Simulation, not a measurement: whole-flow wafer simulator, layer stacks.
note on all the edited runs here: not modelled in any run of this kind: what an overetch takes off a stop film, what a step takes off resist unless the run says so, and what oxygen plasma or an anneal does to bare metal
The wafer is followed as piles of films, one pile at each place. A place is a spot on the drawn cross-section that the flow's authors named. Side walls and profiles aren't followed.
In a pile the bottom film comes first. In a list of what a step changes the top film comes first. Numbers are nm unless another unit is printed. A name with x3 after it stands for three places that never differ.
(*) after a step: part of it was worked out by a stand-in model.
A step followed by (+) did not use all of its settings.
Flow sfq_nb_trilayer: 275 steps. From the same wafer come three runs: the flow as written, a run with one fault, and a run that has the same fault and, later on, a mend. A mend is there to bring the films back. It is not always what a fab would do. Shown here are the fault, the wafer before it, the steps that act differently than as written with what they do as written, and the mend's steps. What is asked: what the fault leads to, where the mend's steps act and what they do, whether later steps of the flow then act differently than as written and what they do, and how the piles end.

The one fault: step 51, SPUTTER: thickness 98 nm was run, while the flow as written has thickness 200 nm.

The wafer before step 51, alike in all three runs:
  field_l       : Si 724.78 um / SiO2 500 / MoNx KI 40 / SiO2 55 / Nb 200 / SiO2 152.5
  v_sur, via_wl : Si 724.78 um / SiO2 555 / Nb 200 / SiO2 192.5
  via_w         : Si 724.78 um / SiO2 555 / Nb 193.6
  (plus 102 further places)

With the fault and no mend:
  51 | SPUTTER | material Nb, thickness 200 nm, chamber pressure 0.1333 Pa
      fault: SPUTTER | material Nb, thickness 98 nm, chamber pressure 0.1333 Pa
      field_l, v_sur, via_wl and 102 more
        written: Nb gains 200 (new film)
        fault: Nb gains 98 (new film)
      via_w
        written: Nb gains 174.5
        fault: Nb gains 86.3
  Later steps of the flow acting differently than as written (3 other steps are not shown; they differ only slightly, by no more than 2% or 0.5 nm, whichever is larger):
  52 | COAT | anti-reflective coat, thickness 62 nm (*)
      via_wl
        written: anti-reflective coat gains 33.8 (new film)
        fault: anti-reflective coat gains 33 (new film)
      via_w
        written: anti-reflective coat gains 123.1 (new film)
        fault: anti-reflective coat gains 118.8 (new film)
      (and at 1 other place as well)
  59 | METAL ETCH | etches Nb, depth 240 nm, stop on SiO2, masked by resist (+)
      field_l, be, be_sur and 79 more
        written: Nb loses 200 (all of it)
        fault: Nb loses 98 (all of it)
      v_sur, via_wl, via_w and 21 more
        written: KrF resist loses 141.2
        fault: KrF resist loses 86.5
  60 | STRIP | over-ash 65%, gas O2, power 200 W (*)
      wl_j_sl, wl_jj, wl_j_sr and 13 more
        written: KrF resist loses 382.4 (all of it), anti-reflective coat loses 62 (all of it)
        fault: KrF resist loses 437.1 (all of it), anti-reflective coat loses 62 (all of it)
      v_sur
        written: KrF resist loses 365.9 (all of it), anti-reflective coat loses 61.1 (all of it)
        fault: KrF resist loses 421.4 (all of it), anti-reflective coat loses 60.9 (all of it)
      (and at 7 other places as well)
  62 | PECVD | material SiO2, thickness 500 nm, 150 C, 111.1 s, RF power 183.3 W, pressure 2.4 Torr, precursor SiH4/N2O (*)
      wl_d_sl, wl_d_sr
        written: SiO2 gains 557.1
        fault: SiO2 gains 500
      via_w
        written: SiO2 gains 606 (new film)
        fault: SiO2 gains 581 (new film)
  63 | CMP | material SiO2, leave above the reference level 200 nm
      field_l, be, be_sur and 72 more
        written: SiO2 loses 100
        fault: SiO2 loses 202
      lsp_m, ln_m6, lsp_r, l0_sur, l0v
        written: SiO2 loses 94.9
        fault: SiO2 loses 202
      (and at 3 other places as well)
  At field_l, v_sur, via_wl and 103 more, the piles at the end differ from the flow's by more than 2% or 0.5 nm, whichever is larger.
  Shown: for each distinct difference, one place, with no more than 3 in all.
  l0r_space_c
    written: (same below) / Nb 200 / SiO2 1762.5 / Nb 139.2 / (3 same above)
    fault: (same below) / Nb 200 / SiO2 1660.5 / Nb 139.2 / (3 same above)
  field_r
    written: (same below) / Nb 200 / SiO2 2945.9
    fault: (same below) / Nb 200 / SiO2 2843.9
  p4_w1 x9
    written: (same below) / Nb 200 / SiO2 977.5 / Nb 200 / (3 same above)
    fault: (same below) / Nb 200 / SiO2 875.5 / Nb 200 / (3 same above)

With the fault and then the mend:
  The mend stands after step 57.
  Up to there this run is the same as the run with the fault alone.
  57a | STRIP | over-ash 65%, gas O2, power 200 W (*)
      p4_fl x3, p4_w1 x9, p4_g1 x2 and 47 more
        anti-reflective coat loses 62 (all of it)
      wl_j_sl, wl_jj, wl_j_sr and 13 more
        KrF resist loses 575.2 (all of it), anti-reflective coat loses 62 (all of it)
      r_sur, res, r_end and 8 more
        anti-reflective coat loses 61.8 (all of it)
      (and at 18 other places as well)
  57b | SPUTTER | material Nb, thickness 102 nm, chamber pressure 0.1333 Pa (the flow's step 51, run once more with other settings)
      field_l, v_sur, via_wl and 102 more
        Nb gains 102
      via_w
        Nb gains 83.8
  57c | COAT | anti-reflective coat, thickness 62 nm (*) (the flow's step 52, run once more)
      p4_fl x3, p4_w1 x9, p4_g1 x2 and 63 more
        anti-reflective coat gains 62 (new film)
      r_sur, res, r_end and 9 more
        anti-reflective coat gains 61.8 (new film)
      jj_sur, ce_l, c5j, ce_r, sp_r, be_r
        anti-reflective coat gains 61.7 (new film)
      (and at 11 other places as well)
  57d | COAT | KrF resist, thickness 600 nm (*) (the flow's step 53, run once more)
      p4_fl x3, p4_w1 x9, p4_g1 x2 and 63 more
        KrF resist gains 600 (new film)
      res, r_end, moat, field_r, l0_sur
        KrF resist gains 599.4 (new film)
      lsp_l, ln_m5, lsp_m, ln_m6, lsp_r
        KrF resist gains 599.5 (new film)
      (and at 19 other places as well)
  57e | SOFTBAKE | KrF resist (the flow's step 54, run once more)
      does not change any film at any place that is followed
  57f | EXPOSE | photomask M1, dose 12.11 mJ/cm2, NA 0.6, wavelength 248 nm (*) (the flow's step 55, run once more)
      does not change any film at any place that is followed
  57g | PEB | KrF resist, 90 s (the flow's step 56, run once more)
      wire, be, be_sur and 96 more
        KrF resist loses 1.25
      field_l, via_v
        KrF resist loses 1.24
      via_wl, via_wr
        KrF resist loses 1.26
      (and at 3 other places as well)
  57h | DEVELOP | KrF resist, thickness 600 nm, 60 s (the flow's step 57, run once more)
      p4_fl x3, p4_w1 x9, p4_g1 x2 and 47 more
        KrF resist loses 598.7 (all of it)
      v_sur, via_wl, via_w and 21 more
        KrF resist loses 23.5
      moat, field_r, lsp_l, lsp_m, ln_m6, lsp_r, l0_sur
        KrF resist loses 598.2 (all of it)
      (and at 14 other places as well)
  None of the later steps of the flow differs from how it acts as written, at any place that is followed, by more than 2% or 0.5 nm, whichever is larger.
  The piles end only slightly different from the flow's at the places that both follow, by no more than 2% or 0.5 nm, whichever is larger.
